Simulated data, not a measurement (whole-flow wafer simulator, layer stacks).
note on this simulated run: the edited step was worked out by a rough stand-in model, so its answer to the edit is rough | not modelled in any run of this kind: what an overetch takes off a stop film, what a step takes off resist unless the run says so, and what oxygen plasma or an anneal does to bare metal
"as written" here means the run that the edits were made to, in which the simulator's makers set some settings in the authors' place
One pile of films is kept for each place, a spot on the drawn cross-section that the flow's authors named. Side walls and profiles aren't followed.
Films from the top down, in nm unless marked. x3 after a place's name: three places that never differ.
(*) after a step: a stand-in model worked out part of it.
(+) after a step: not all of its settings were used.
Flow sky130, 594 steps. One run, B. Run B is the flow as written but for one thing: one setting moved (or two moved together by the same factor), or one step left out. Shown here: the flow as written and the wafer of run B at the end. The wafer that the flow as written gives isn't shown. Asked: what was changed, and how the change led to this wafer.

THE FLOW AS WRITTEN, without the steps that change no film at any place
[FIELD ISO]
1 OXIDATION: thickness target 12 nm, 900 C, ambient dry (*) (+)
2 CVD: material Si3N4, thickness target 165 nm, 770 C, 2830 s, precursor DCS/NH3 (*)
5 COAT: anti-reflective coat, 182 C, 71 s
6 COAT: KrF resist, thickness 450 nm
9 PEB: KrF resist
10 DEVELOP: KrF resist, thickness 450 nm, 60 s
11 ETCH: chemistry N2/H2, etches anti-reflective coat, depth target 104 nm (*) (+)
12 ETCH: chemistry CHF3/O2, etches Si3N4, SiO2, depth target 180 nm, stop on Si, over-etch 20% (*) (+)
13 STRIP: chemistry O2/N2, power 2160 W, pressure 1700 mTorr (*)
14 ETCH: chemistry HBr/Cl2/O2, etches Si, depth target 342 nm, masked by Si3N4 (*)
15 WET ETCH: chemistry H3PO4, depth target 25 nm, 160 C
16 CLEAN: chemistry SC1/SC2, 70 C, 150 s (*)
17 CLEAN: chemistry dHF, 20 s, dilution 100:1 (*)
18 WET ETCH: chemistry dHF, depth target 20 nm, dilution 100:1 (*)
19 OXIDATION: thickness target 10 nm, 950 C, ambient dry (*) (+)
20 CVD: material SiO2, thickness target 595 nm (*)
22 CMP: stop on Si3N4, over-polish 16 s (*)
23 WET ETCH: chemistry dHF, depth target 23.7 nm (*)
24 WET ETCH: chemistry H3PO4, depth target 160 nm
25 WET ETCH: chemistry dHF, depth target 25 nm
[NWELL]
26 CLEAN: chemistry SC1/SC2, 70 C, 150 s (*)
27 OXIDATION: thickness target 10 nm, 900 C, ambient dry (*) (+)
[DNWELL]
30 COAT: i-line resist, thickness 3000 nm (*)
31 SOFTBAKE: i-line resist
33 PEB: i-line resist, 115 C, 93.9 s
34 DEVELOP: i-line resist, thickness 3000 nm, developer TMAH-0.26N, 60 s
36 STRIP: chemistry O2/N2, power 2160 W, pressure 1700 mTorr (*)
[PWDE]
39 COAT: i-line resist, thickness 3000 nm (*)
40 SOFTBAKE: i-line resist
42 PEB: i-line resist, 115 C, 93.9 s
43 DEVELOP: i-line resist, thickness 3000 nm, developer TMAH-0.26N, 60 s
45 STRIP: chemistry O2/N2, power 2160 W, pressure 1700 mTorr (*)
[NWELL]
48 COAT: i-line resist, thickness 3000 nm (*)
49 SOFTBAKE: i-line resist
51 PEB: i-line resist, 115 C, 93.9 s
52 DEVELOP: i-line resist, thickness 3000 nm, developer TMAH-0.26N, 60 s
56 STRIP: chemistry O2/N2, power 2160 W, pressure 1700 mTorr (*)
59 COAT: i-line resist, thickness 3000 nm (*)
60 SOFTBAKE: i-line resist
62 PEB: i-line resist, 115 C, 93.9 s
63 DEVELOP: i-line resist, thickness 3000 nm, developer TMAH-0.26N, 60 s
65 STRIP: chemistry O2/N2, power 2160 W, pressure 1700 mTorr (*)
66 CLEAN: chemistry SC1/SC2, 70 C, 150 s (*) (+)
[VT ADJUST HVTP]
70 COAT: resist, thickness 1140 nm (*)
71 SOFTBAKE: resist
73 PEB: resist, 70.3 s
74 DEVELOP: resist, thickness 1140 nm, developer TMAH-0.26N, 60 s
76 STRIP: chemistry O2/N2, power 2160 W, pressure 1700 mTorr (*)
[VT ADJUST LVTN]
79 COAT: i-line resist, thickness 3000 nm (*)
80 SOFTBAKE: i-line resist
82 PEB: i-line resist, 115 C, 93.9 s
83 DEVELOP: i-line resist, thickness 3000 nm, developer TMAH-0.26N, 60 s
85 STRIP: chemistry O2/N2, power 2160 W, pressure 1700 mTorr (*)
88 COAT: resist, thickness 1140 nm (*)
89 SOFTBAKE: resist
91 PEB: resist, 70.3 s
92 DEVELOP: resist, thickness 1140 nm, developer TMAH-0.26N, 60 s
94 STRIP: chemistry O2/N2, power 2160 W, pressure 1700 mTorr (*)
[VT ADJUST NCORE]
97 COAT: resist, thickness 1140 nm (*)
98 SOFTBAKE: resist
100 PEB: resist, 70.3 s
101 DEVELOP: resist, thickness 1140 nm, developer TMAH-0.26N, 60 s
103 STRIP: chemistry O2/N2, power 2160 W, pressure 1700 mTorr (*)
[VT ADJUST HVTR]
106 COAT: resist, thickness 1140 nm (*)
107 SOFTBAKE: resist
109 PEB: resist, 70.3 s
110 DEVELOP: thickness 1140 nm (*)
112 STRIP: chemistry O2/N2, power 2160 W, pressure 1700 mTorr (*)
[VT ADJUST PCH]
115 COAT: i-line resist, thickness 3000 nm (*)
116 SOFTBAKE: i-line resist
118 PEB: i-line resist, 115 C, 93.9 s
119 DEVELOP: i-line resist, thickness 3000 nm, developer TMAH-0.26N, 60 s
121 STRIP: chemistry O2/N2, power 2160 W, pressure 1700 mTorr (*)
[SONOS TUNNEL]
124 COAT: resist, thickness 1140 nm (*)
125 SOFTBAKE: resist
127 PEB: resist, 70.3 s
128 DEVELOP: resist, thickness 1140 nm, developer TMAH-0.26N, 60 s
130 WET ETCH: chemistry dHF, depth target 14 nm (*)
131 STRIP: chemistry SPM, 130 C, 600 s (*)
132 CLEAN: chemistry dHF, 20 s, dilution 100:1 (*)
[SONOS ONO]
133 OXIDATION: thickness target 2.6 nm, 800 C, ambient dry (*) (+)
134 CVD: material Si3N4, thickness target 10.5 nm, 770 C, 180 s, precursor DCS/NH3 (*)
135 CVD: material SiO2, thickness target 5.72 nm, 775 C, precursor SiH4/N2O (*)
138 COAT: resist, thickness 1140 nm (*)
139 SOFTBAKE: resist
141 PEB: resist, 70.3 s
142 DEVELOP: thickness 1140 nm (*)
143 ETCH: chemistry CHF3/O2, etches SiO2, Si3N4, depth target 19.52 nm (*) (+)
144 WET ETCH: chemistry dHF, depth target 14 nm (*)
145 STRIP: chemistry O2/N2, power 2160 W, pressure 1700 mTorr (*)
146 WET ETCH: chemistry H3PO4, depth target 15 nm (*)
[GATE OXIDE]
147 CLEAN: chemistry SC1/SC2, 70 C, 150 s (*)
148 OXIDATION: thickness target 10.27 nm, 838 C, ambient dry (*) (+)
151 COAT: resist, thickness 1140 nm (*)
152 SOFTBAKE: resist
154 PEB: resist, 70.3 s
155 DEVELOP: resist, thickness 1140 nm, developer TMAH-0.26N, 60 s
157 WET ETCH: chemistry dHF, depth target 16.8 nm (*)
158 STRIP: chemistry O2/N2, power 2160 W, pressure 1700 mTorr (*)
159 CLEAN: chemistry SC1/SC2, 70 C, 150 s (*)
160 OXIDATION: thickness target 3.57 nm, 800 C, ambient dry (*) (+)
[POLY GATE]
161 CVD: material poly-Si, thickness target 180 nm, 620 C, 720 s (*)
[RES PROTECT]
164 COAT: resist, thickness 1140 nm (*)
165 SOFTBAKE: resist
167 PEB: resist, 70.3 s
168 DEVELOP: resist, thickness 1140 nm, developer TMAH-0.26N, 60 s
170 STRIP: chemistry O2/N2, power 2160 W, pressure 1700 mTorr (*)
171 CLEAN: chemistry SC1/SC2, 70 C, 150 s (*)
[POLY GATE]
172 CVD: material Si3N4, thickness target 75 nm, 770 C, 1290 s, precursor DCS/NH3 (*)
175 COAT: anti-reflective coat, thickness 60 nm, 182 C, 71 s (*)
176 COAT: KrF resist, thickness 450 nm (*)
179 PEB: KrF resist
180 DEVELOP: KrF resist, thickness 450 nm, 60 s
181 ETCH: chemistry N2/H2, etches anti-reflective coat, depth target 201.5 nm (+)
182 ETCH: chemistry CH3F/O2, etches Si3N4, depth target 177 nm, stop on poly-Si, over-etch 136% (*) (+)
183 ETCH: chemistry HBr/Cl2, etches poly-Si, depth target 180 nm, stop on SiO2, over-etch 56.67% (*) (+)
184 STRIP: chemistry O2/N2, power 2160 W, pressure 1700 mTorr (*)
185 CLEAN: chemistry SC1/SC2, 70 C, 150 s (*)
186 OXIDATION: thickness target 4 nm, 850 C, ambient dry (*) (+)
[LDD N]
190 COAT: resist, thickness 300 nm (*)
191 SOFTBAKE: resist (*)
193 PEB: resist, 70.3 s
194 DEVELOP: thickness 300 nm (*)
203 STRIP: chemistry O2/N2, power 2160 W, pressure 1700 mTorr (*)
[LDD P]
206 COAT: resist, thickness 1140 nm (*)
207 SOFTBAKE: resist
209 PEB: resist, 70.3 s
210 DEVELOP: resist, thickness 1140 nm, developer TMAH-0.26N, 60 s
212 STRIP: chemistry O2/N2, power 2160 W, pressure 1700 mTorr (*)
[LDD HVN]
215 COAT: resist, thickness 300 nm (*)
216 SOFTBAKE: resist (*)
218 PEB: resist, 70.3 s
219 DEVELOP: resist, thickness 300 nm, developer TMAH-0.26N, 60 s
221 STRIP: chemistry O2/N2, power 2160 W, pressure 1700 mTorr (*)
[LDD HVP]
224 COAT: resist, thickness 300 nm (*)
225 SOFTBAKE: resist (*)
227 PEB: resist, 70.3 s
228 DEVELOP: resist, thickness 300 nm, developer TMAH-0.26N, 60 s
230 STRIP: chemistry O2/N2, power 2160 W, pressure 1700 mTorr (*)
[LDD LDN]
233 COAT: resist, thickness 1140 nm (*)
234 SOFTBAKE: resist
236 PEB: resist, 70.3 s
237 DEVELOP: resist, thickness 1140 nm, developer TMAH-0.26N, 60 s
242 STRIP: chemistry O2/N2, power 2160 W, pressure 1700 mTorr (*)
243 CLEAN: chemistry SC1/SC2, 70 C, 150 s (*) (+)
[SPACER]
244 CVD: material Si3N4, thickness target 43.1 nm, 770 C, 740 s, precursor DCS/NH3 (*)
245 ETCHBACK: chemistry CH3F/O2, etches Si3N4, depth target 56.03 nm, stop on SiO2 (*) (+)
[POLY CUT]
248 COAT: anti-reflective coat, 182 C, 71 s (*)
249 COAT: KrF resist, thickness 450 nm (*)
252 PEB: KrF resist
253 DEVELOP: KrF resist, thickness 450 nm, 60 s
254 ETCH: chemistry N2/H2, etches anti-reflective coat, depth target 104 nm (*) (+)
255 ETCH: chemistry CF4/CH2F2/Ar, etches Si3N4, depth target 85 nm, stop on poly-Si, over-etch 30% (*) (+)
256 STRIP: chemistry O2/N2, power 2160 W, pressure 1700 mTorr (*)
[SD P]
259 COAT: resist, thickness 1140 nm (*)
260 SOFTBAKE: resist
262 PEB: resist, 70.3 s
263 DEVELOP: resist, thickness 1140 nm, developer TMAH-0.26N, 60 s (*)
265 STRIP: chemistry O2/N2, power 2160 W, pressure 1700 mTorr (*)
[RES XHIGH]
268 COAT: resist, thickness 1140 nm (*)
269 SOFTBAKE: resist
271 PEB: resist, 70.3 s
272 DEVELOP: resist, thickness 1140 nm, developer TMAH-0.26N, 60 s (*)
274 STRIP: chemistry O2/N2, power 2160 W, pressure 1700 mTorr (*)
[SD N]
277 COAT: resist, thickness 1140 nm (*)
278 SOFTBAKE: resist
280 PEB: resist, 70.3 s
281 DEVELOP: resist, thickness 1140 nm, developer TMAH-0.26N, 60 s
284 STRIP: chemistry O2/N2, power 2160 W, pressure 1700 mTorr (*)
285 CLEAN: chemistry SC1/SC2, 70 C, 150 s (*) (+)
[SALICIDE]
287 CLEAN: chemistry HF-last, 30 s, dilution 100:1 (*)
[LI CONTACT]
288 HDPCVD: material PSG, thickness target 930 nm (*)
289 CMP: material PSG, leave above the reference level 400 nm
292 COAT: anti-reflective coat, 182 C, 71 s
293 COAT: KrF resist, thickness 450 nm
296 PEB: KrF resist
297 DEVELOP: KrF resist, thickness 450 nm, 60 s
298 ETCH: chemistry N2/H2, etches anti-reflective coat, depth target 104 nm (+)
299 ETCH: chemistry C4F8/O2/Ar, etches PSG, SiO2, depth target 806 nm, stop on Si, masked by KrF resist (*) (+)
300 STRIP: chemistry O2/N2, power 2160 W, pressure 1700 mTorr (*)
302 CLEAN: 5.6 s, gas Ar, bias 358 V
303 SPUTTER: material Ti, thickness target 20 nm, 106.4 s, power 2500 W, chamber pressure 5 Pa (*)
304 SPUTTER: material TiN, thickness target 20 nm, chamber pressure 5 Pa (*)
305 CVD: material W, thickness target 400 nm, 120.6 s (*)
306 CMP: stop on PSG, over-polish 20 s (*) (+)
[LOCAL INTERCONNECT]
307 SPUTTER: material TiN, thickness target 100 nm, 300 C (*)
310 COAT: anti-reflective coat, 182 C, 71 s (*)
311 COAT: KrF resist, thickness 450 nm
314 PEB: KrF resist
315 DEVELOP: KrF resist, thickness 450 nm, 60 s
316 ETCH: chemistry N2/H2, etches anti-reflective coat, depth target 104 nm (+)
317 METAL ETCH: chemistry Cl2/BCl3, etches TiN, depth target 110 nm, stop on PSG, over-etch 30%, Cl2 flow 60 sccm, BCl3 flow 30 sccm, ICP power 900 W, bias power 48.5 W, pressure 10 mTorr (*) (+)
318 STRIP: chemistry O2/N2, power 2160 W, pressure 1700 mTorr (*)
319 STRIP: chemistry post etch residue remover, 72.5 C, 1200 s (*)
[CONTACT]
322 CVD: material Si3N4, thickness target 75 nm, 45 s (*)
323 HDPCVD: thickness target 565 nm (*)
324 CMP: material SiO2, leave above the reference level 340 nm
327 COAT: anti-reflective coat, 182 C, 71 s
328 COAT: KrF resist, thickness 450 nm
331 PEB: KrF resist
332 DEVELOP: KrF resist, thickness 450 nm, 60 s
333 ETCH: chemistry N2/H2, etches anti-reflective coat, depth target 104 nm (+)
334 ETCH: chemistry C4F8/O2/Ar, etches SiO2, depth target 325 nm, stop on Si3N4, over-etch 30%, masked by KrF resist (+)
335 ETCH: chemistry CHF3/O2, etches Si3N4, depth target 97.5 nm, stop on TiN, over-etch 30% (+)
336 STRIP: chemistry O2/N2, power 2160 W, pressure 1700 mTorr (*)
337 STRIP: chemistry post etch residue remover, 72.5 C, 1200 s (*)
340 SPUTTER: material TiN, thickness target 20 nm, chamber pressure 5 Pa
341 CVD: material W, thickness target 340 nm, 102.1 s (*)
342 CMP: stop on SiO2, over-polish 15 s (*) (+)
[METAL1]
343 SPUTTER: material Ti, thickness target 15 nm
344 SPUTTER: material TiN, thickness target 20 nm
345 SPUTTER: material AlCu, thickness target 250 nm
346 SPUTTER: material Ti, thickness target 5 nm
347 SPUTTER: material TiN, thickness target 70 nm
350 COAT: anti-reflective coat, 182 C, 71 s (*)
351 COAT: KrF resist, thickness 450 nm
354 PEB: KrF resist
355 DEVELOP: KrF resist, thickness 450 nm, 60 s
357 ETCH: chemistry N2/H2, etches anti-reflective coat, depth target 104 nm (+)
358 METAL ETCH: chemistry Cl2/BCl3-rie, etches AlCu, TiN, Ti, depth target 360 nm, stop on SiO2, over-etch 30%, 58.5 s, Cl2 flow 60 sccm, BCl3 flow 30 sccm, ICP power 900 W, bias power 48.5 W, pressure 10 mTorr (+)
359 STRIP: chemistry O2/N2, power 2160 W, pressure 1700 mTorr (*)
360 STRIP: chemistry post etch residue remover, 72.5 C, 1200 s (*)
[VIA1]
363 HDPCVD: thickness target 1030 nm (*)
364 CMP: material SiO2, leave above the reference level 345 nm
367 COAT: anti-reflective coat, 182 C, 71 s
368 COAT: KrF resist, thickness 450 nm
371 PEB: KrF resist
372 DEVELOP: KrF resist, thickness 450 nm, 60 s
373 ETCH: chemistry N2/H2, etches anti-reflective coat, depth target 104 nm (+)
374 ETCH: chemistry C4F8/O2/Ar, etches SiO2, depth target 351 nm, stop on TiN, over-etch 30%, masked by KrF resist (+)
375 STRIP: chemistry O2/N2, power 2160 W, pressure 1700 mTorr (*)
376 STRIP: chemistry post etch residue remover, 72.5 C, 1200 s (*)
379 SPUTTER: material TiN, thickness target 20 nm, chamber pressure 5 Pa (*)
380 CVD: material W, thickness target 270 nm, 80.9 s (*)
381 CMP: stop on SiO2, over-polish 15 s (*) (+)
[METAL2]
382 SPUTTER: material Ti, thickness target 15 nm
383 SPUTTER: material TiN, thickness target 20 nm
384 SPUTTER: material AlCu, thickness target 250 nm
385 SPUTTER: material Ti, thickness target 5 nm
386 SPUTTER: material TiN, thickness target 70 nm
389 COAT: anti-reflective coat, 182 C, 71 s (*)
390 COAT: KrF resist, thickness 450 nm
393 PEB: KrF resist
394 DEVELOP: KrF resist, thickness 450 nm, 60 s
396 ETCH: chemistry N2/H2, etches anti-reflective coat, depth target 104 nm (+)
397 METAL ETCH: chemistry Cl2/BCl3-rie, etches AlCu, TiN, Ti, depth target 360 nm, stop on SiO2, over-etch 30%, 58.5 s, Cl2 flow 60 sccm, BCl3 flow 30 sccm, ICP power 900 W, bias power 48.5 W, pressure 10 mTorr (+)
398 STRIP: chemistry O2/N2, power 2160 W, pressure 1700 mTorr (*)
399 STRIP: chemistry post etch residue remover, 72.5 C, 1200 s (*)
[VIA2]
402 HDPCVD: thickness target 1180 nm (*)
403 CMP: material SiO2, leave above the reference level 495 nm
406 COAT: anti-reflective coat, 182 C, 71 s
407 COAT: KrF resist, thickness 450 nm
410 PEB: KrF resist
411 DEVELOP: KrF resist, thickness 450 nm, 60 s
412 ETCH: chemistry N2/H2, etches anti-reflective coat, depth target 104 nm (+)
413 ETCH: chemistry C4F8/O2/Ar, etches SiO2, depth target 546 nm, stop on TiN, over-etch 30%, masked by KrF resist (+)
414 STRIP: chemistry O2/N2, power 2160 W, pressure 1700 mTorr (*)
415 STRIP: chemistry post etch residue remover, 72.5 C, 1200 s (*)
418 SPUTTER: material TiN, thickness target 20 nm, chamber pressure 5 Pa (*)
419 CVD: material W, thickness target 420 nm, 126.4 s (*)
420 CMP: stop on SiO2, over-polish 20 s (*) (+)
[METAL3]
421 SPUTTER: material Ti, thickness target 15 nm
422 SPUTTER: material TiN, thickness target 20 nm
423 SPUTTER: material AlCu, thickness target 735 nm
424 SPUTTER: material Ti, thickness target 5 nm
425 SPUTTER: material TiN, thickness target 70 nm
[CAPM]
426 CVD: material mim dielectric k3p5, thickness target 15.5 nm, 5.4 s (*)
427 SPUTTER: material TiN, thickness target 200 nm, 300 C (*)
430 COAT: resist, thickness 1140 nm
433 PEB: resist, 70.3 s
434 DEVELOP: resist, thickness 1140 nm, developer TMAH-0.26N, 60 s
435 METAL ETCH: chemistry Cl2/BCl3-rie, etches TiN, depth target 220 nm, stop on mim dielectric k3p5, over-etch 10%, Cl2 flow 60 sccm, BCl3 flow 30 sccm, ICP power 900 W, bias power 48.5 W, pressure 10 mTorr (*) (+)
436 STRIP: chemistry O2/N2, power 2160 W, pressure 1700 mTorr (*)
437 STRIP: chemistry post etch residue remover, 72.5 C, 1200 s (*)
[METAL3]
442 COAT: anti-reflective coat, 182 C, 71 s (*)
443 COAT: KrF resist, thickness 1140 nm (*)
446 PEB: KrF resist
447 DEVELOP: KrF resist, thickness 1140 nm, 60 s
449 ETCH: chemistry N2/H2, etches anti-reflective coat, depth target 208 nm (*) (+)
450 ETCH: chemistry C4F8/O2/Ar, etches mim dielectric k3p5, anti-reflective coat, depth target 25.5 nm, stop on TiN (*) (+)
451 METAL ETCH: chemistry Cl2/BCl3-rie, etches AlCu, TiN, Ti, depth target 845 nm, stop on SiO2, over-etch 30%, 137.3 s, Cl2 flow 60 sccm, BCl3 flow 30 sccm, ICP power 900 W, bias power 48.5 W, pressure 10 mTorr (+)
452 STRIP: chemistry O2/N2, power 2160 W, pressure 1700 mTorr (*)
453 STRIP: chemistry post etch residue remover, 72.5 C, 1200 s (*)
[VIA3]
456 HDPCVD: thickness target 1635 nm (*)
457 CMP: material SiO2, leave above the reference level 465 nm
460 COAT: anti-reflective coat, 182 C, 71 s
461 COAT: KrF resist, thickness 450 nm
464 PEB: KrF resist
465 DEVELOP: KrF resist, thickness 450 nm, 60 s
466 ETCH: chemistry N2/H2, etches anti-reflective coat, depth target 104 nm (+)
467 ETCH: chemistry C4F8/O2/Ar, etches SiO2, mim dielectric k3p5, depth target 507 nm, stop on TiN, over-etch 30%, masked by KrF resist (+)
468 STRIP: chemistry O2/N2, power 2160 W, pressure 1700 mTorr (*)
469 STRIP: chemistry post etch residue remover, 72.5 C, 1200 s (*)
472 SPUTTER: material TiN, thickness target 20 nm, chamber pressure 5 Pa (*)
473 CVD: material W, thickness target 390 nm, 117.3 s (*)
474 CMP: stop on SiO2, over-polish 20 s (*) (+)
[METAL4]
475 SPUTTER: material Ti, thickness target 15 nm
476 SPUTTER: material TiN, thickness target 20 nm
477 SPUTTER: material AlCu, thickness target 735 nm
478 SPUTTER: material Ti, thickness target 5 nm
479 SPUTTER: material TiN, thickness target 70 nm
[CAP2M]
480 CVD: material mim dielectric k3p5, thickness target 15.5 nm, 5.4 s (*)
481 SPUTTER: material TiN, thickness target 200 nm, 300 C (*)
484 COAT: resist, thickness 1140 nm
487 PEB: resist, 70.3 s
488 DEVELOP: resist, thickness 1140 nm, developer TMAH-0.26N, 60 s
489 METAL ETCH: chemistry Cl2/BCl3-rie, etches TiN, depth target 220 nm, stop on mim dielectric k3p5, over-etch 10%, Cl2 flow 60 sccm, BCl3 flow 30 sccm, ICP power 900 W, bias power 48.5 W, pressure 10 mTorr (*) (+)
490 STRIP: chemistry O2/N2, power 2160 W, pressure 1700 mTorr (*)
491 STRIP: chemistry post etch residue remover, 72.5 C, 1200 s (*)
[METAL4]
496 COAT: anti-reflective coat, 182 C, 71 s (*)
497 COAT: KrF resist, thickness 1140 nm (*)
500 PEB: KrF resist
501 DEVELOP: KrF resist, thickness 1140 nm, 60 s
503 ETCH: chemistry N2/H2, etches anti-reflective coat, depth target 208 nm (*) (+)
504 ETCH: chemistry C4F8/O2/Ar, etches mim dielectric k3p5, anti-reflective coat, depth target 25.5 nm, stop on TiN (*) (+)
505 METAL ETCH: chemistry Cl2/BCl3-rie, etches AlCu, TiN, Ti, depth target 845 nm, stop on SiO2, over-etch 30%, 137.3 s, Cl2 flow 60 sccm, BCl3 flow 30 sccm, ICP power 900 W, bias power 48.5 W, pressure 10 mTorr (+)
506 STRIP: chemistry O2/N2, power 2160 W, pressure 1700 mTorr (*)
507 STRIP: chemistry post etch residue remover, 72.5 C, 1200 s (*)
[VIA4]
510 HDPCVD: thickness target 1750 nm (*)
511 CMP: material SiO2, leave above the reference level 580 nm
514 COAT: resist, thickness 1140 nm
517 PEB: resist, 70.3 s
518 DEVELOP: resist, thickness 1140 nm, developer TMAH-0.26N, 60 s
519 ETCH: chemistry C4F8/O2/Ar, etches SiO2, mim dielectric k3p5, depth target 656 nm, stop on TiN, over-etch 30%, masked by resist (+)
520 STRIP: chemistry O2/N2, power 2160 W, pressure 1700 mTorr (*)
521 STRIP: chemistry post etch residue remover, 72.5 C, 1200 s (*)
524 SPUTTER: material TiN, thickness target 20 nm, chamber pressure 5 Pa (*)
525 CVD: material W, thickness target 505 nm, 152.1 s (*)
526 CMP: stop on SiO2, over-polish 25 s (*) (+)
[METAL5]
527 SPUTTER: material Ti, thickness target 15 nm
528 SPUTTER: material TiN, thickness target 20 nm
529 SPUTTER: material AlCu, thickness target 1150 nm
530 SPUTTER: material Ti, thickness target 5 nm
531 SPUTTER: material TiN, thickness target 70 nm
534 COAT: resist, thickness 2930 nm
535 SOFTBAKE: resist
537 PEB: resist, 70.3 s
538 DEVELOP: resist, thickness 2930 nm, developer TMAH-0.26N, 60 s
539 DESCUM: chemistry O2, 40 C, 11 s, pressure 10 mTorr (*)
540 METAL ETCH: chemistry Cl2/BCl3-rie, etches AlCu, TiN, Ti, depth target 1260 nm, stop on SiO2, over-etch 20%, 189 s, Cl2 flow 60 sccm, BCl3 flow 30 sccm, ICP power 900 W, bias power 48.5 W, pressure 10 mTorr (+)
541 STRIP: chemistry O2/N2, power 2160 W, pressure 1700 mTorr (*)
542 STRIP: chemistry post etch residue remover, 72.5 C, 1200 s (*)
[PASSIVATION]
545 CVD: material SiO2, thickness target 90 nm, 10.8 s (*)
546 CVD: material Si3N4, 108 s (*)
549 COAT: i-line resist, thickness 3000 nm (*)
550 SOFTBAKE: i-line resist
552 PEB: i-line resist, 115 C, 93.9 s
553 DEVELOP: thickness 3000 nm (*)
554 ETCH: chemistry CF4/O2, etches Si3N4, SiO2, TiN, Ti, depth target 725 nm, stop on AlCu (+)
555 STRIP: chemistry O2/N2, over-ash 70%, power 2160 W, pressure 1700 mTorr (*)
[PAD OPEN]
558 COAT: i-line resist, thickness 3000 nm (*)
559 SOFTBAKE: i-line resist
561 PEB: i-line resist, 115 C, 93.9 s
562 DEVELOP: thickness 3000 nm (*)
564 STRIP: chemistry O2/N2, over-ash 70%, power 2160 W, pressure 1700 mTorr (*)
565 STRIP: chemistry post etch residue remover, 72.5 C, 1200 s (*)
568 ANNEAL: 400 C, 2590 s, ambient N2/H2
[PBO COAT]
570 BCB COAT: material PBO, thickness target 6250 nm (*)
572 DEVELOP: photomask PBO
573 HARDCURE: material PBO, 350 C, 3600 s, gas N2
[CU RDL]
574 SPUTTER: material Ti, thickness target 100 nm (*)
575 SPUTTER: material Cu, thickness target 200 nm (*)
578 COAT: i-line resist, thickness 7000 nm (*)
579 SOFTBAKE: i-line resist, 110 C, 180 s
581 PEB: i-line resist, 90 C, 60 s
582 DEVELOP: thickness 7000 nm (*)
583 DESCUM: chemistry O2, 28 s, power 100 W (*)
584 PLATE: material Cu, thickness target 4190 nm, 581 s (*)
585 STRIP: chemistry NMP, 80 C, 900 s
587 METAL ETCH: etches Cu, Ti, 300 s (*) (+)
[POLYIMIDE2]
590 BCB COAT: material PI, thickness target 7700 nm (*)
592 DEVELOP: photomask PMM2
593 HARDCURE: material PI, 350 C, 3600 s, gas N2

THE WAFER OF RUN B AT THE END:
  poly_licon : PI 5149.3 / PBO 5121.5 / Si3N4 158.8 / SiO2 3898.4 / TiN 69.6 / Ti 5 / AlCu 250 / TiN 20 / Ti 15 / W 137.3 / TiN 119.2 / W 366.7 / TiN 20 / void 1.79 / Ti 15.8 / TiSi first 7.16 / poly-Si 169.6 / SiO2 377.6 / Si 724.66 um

The cause: step 341, CVD: thickness target 136 nm was run, where the flow has thickness target 340 nm; step 341, CVD: 40.85 s was run, where the flow has 102.1 s.

How the change led to this, step by step:
  341 CVD: material W, thickness target 340 nm, 102.1 s (*)
      field, active, n_well and 185 more: W +137.3 (new film) (as written it would be: W +340 (new film))
      ndiff_licon, ndiff_licon_cpp, rpo_hd_licon: W +487.9 (new film) (as written it would be: W +690.5 (new film))
  342 CMP: stop on SiO2, over-polish 15 s (*) (+)
      poly_licon: nothing (as written it would be: W -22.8)
      field, active, n_well and 184 more: W -137.3 (all of it), TiN -20 (all of it), SiO2 -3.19 (as written it would be: W -340 (all of it), TiN -20 (all of it), SiO2 -3.19)
      (and at 3 more places)
  350 COAT: anti-reflective coat, 182 C, 71 s (*)
      poly_licon: anti-reflective coat +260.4 (new film) (as written it would be: anti-reflective coat +80.5 (new film))
  359 STRIP: chemistry O2/N2, power 2160 W, pressure 1700 mTorr (*)
      poly_licon: KrF resist -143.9 (all of it), anti-reflective coat -260.4 (all of it) (as written it would be: KrF resist -143.9 (all of it), anti-reflective coat -80.5 (all of it))
  364 CMP: material SiO2, leave above the reference level 345 nm
      poly_licon: SiO2 -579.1 (as written it would be: SiO2 -759)
